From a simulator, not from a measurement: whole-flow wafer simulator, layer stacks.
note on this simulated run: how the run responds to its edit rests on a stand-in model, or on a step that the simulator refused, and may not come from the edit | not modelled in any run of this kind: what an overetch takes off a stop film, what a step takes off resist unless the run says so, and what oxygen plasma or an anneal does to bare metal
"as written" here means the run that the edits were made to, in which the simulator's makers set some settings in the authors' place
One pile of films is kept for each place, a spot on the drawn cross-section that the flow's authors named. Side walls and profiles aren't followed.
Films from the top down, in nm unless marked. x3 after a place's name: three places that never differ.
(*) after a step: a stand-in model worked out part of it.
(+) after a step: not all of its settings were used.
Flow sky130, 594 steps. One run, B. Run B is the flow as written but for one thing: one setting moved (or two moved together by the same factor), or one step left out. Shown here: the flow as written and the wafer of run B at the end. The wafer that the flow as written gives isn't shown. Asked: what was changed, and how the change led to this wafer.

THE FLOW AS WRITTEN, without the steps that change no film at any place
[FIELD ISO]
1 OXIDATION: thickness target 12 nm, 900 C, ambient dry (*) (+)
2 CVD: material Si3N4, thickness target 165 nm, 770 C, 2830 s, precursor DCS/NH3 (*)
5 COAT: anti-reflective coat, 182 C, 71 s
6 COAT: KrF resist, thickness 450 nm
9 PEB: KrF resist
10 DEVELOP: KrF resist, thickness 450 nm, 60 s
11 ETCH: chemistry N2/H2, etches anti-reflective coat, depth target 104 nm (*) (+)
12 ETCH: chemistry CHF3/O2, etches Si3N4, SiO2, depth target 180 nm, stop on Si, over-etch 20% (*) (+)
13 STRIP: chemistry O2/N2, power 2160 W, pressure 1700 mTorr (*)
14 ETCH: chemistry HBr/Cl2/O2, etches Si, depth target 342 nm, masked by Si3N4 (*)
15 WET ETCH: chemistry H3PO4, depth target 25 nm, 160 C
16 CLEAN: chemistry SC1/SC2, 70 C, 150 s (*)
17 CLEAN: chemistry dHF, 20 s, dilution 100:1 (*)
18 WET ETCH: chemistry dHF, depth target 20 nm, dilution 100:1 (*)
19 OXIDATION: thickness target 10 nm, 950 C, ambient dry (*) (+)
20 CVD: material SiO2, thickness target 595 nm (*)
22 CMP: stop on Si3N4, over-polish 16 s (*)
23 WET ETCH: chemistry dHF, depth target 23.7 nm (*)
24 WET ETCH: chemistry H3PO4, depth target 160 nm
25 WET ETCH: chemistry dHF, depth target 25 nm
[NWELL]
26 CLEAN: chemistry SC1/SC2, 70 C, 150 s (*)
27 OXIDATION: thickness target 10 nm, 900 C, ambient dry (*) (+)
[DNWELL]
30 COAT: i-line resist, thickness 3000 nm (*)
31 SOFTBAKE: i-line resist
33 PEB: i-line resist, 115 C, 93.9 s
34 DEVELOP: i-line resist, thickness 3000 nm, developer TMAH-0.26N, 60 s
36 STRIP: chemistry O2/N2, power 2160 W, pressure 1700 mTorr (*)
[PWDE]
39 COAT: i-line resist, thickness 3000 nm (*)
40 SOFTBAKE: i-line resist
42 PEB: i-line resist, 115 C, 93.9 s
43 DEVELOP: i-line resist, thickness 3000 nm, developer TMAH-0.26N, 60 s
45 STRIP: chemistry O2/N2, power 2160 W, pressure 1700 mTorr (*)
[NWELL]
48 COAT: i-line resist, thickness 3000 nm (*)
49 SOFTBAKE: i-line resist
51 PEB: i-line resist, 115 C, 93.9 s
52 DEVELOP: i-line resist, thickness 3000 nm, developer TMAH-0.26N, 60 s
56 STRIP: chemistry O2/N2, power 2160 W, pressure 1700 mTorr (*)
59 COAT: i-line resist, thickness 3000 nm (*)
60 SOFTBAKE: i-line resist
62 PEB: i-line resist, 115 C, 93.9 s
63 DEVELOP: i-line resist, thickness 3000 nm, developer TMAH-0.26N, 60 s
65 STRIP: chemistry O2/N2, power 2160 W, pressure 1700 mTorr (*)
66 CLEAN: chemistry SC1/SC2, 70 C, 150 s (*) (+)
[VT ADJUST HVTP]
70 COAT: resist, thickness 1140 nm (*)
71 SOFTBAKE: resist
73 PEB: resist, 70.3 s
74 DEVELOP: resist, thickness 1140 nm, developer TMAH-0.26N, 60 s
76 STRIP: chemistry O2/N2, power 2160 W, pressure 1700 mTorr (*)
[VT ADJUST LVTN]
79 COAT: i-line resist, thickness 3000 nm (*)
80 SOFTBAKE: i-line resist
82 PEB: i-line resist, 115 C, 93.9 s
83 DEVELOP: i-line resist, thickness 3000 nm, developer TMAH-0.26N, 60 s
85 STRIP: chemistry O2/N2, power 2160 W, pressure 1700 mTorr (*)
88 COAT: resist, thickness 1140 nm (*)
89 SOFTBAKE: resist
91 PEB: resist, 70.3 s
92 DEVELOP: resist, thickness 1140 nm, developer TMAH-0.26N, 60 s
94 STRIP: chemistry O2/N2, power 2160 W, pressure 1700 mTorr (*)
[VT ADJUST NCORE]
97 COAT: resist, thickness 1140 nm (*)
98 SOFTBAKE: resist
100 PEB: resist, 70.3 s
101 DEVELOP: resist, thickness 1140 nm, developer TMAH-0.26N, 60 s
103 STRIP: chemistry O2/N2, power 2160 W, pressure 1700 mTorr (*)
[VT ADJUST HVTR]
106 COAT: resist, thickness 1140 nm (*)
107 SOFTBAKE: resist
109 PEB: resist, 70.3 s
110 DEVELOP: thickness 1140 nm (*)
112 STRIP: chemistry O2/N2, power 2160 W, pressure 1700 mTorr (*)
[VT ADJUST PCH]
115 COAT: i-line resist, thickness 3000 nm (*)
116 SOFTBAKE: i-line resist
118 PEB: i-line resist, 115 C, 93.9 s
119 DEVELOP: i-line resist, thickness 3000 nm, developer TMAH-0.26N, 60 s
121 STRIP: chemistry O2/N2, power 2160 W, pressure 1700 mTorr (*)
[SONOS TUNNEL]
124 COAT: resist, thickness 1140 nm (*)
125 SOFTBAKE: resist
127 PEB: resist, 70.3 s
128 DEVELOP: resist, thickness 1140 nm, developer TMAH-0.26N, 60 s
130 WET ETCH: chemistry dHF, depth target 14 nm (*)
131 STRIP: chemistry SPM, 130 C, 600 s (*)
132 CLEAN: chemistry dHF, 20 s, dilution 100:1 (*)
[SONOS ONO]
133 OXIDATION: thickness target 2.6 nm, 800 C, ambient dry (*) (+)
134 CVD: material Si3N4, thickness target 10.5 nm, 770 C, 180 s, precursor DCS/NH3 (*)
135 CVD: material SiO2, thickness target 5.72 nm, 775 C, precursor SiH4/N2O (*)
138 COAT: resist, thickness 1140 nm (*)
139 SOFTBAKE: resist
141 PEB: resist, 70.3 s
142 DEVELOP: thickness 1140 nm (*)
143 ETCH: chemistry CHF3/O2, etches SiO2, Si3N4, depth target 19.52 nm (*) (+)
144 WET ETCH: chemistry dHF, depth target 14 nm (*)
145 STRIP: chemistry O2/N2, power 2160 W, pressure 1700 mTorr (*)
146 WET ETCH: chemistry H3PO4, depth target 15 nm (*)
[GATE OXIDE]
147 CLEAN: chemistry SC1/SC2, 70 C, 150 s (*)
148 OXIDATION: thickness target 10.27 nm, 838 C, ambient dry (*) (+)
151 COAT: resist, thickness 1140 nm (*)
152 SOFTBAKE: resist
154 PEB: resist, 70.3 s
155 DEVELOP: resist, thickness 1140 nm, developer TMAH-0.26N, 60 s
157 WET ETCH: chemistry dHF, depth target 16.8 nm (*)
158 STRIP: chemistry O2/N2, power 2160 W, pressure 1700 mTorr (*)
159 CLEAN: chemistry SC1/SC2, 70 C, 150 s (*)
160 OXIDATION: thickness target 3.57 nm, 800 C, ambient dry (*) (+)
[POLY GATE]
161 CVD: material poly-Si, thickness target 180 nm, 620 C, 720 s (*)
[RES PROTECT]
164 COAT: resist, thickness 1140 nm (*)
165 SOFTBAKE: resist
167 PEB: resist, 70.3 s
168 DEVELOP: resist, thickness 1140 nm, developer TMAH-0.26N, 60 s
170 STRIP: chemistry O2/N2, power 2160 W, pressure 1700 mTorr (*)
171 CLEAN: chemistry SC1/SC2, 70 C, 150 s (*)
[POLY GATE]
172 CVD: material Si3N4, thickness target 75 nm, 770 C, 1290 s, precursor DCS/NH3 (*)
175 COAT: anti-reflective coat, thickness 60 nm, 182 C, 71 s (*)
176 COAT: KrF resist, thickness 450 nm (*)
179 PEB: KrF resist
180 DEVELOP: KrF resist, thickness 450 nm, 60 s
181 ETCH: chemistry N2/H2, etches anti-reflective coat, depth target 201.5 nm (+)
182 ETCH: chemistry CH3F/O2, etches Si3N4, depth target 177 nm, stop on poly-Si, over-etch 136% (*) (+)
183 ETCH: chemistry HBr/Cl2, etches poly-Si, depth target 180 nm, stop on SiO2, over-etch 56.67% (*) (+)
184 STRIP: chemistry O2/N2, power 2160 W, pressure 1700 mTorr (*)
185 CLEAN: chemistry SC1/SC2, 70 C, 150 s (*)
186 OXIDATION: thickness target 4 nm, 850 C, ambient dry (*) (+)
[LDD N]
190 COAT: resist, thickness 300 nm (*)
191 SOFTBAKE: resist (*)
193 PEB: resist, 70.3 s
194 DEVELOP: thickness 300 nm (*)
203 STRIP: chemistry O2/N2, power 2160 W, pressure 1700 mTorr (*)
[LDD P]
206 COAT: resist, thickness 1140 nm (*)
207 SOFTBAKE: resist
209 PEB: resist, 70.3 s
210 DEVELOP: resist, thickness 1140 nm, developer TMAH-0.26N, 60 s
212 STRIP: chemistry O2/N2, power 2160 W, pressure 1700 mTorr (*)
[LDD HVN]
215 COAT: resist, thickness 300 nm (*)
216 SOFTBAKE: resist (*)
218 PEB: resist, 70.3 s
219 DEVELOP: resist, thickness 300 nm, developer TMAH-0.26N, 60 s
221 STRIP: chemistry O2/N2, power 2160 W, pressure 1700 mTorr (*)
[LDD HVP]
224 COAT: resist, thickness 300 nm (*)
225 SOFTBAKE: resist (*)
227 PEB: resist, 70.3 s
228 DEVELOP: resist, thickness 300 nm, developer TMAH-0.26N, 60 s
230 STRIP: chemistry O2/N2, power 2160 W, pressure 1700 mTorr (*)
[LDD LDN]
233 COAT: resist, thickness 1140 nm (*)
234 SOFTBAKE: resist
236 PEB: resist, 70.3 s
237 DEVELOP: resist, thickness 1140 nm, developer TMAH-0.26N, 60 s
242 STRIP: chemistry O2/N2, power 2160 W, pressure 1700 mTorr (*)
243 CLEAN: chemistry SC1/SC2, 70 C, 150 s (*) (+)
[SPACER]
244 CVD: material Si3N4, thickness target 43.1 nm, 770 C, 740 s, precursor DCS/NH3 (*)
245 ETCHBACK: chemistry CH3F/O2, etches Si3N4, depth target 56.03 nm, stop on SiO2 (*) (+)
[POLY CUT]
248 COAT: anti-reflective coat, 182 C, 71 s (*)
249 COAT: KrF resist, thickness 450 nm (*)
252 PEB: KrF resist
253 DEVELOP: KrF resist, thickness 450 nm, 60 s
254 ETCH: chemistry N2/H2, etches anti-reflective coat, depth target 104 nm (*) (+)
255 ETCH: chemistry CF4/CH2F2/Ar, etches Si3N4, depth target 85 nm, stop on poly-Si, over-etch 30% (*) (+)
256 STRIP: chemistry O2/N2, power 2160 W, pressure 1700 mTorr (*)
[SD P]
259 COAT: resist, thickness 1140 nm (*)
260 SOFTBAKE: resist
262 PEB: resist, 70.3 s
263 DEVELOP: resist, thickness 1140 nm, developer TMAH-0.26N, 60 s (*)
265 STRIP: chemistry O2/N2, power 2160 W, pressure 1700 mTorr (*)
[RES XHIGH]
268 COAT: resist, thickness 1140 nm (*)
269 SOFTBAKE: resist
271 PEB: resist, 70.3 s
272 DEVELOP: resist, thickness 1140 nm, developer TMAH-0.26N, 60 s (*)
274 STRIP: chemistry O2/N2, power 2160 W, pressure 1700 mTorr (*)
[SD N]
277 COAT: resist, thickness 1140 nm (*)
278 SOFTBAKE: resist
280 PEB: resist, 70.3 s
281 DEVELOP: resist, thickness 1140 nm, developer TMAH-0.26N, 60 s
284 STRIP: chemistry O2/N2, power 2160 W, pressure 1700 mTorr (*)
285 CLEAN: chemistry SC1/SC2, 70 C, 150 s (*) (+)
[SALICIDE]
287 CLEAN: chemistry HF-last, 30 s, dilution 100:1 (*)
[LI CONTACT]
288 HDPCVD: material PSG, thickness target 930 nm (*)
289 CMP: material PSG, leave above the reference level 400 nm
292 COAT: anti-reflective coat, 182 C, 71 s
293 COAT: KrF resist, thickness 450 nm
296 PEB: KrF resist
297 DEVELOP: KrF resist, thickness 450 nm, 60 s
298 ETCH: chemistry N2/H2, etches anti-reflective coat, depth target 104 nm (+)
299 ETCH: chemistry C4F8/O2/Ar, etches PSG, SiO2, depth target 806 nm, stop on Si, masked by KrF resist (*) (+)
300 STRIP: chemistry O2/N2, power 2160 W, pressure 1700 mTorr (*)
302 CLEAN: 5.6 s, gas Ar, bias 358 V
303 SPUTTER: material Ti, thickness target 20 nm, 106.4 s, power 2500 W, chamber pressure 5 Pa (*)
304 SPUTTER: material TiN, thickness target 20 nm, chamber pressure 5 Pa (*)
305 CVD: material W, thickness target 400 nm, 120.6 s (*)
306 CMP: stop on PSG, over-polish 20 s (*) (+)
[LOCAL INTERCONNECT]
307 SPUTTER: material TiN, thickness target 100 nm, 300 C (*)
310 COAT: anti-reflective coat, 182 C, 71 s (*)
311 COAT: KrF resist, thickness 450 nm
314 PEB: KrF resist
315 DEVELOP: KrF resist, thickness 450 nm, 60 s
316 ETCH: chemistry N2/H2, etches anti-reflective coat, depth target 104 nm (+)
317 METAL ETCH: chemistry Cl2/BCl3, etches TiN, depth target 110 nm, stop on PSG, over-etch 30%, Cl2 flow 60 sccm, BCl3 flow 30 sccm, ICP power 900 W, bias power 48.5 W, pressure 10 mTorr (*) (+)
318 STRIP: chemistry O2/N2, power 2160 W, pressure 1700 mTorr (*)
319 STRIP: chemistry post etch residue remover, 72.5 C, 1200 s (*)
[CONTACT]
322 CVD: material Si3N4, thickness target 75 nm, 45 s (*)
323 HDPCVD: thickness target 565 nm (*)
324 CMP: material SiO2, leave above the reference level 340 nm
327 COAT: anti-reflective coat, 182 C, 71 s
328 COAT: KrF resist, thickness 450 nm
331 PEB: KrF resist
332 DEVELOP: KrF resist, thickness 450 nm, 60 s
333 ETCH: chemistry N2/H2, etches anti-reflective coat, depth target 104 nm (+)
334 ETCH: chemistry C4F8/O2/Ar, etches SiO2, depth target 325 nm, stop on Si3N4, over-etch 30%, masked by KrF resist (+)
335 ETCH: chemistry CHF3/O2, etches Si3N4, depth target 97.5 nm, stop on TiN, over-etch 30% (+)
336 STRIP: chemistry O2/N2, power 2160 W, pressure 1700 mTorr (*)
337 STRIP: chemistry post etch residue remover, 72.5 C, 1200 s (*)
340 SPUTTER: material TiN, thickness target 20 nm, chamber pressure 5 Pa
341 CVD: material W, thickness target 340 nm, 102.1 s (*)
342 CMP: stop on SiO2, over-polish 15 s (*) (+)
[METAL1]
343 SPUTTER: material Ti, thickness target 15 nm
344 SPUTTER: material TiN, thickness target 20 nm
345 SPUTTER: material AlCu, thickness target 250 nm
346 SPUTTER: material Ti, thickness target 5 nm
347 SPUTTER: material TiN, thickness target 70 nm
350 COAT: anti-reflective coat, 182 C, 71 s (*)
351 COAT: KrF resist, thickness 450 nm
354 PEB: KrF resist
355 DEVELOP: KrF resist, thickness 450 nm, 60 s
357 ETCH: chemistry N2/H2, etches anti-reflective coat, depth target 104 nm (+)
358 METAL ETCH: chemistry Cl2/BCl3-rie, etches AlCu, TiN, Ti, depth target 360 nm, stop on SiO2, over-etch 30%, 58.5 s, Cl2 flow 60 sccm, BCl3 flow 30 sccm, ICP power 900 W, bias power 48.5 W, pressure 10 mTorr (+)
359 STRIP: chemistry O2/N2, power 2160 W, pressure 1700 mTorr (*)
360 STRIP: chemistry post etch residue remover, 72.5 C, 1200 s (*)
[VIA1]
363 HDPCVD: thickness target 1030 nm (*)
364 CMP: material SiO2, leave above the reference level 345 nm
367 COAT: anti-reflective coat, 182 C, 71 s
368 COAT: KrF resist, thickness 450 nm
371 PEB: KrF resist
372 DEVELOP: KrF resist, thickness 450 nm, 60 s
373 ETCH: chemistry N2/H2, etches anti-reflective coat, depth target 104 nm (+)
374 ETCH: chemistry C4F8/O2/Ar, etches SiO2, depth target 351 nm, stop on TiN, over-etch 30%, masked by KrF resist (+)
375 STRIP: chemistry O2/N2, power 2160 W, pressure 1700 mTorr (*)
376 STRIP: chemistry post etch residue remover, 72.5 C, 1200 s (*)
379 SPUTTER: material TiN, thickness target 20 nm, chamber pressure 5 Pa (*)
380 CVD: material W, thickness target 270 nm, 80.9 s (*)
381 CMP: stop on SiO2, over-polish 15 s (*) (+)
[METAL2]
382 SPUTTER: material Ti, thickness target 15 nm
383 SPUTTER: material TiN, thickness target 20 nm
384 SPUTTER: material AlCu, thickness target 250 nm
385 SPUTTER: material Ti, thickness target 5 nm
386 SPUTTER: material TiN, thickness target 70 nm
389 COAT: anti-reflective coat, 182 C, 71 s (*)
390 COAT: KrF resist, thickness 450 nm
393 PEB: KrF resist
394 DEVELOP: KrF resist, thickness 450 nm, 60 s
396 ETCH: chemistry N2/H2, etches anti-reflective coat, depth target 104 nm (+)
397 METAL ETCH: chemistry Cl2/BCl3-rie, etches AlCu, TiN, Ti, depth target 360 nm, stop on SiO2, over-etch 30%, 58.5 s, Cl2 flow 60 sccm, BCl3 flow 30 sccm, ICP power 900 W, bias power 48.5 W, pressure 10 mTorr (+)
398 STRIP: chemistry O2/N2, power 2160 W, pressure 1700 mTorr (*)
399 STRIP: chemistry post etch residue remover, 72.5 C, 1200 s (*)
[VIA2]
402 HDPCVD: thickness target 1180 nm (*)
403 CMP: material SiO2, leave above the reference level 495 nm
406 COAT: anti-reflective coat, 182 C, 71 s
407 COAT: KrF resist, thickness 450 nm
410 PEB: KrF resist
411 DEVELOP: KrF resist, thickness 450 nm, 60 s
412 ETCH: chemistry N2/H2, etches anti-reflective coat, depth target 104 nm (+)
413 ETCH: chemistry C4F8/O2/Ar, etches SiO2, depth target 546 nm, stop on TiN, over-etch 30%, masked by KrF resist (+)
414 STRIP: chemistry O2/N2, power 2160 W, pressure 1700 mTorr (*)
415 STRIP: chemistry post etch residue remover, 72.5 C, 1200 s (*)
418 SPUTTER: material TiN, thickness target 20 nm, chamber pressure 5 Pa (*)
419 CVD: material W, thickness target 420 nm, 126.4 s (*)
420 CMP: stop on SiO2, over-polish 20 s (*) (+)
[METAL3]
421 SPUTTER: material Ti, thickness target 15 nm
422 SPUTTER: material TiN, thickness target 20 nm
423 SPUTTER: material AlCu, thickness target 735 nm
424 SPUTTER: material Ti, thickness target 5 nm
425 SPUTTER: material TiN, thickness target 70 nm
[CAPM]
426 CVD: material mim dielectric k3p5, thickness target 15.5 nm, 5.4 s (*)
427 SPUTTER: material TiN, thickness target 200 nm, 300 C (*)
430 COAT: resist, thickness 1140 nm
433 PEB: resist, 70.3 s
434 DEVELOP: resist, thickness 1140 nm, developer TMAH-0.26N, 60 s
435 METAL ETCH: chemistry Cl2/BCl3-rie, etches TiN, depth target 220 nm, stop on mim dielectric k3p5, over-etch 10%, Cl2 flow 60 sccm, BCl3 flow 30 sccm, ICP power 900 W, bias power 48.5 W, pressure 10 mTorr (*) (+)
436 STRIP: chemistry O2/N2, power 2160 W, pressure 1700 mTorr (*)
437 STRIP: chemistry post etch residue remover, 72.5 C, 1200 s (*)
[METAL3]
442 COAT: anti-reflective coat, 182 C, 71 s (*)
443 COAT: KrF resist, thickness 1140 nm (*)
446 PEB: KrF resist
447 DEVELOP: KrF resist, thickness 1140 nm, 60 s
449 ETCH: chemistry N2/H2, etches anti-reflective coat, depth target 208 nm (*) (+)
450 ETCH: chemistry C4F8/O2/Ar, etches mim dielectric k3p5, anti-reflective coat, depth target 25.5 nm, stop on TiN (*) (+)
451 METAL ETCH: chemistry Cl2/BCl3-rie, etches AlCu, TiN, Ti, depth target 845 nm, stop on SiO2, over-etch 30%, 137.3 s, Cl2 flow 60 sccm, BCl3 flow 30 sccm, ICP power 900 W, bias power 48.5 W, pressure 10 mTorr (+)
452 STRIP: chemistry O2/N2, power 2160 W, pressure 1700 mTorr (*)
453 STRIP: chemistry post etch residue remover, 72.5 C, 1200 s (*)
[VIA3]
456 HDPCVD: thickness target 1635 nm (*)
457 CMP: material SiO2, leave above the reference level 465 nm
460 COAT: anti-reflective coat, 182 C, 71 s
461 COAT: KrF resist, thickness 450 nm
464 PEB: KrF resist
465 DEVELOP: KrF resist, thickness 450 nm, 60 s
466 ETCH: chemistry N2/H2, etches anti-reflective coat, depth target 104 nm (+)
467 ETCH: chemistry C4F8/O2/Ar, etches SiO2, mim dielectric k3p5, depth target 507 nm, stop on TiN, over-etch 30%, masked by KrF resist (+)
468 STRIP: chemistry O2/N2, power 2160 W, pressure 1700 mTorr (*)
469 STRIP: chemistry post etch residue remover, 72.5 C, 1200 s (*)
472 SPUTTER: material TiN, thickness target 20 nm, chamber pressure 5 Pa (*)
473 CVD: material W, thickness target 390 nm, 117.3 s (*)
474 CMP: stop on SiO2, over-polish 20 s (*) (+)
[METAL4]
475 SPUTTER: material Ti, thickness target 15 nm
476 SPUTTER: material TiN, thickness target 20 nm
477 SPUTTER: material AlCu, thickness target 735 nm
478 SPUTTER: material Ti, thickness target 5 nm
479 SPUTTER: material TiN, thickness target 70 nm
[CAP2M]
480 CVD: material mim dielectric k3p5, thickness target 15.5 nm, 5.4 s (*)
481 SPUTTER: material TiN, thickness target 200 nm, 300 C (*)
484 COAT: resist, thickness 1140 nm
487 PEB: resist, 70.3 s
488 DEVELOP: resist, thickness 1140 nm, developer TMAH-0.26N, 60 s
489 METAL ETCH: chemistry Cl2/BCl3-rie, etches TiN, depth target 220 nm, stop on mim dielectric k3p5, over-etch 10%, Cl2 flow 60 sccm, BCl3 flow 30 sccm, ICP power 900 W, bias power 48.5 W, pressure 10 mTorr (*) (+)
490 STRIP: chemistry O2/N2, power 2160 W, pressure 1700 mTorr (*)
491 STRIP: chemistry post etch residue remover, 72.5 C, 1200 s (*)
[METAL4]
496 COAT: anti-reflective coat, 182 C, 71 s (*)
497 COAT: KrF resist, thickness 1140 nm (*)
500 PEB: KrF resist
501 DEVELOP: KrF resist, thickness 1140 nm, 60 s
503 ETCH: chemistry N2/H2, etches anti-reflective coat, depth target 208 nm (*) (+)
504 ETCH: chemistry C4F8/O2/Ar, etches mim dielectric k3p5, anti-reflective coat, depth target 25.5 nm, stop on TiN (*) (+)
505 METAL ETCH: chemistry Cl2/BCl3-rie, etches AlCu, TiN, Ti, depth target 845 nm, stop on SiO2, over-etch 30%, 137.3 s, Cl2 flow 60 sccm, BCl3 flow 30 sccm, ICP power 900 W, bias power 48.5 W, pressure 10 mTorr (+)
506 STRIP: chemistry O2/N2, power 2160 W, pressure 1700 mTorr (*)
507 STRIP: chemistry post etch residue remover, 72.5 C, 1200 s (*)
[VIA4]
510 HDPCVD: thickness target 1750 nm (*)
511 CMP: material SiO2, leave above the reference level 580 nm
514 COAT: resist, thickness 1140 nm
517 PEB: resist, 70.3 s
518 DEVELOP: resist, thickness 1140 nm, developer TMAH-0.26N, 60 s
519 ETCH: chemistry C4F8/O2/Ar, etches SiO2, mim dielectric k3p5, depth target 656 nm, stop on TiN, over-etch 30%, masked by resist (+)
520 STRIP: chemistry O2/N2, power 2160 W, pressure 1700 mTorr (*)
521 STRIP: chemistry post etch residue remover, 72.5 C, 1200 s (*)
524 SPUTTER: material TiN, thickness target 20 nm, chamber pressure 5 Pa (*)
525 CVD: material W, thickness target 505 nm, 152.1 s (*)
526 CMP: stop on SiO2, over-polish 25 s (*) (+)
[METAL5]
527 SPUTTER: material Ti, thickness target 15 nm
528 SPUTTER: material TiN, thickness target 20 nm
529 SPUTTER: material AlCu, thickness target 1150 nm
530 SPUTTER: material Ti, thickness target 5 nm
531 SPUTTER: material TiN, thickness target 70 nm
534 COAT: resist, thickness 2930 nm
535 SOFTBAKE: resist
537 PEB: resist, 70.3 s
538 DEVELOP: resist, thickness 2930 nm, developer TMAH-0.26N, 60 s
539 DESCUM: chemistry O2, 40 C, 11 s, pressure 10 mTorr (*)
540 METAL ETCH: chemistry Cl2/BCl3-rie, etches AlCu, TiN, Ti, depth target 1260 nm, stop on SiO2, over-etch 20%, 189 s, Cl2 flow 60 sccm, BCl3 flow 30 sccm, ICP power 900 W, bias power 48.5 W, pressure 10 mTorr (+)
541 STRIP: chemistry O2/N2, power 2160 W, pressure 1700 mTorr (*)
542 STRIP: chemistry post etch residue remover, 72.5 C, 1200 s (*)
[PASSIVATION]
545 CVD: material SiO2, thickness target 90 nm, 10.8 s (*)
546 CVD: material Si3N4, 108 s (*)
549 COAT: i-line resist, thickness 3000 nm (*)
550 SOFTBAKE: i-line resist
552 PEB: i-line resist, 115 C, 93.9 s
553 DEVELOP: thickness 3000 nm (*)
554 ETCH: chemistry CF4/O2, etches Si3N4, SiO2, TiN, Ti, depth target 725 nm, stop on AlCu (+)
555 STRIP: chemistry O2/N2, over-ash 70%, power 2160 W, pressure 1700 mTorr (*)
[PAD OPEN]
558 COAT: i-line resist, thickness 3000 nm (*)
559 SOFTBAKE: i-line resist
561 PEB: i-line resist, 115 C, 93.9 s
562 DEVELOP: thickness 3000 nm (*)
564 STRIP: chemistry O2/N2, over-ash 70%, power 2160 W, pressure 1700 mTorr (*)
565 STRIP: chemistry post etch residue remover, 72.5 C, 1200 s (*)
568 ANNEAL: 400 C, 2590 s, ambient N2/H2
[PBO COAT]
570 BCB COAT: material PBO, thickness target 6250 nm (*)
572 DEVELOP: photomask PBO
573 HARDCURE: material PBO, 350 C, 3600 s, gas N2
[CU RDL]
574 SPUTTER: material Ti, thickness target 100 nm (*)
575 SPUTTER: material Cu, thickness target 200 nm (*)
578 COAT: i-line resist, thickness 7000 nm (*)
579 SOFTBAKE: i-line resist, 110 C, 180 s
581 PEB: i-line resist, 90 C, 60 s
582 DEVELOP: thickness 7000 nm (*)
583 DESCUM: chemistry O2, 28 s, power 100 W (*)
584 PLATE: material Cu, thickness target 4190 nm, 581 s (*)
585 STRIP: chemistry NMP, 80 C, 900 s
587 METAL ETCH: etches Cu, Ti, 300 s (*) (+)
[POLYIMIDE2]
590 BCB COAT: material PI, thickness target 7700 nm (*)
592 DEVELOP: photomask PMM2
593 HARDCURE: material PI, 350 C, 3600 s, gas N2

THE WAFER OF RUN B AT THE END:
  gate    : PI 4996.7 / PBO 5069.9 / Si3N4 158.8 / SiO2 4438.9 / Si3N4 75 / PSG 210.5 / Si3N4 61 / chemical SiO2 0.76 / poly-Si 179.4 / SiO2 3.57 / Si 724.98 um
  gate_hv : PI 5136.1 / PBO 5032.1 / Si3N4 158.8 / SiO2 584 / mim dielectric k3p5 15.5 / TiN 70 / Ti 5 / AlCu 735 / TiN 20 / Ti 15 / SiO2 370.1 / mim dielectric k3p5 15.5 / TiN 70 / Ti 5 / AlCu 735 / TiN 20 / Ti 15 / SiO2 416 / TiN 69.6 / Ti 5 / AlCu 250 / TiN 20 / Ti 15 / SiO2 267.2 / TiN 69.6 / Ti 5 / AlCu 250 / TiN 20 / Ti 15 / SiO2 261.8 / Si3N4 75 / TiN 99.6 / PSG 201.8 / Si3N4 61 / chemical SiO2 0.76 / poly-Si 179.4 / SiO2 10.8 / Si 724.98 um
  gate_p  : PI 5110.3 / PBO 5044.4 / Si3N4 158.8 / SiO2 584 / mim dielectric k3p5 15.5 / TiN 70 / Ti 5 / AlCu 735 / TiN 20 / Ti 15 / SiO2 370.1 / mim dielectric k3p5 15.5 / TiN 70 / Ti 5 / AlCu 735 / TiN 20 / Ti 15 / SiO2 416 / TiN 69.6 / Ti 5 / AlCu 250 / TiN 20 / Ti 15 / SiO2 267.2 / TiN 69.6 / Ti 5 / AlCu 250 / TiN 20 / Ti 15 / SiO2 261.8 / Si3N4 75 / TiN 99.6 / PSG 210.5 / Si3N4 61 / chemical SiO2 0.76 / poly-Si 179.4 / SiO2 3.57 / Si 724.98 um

The cause: step 289, CMP: leave above the reference level 220 nm was run, where the flow has leave above the reference level 400 nm.

How the change led to this, step by step:
  289 CMP: material PSG, leave above the reference level 400 nm
      gate, spacer, gate_p and 34 more: PSG -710 (as written it would be: PSG -530)
      mim, vpp_sp, vpp_ln and 30 more: PSG -513.9 (as written it would be: PSG -333.9)
      (and at 122 more places)
  299 ETCH: chemistry C4F8/O2/Ar, etches PSG, SiO2, depth target 806 nm, stop on Si, masked by KrF resist (*) (+)
      field, active, n_well and 184 more: KrF resist -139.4 (as written it would be: KrF resist -161.2)
      contact, ndiff_licon, ndiff_licon_cpp: PSG -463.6 (all of it), SiO2 -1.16 (all of it) (as written it would be: PSG -643.6 (all of it), SiO2 -1.16 (all of it))
      (and at 2 more places)
  300 STRIP: chemistry O2/N2, power 2160 W, pressure 1700 mTorr (*)
      field, active, n_well and 184 more: KrF resist -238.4 (all of it), anti-reflective coat -80 (all of it) (as written it would be: KrF resist -216.6 (all of it), anti-reflective coat -80 (all of it))
  303 SPUTTER: material Ti, thickness target 20 nm, 106.4 s, power 2500 W, chamber pressure 5 Pa (*)
      ndiff_licon: Ti +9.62 (new film) (as written it would be: Ti +7.24 (new film))
      ndiff_licon_cpp: Ti +8.66 (new film) (as written it would be: Ti +6.53 (new film))
      (and at 1 more place)
  304 SPUTTER: material TiN, thickness target 20 nm, chamber pressure 5 Pa (*)
      ndiff_licon: TiN +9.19 (new film) (as written it would be: TiN +6.83 (new film))
      ndiff_licon_cpp: TiN +8.29 (new film) (as written it would be: TiN +6.17 (new film))
      (and at 1 more place)
  305 CVD: material W, thickness target 400 nm, 120.6 s (*)
      ndiff_licon: W +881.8 (new film) (as written it would be: W +1066.5 (new film))
      ndiff_licon_cpp: W +883.7 (new film) (as written it would be: W +1067.9 (new film))
      (and at 1 more place)
  306 CMP: stop on PSG, over-polish 20 s (*) (+)
      poly_licon: W -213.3 (as written it would be: W -33.3)
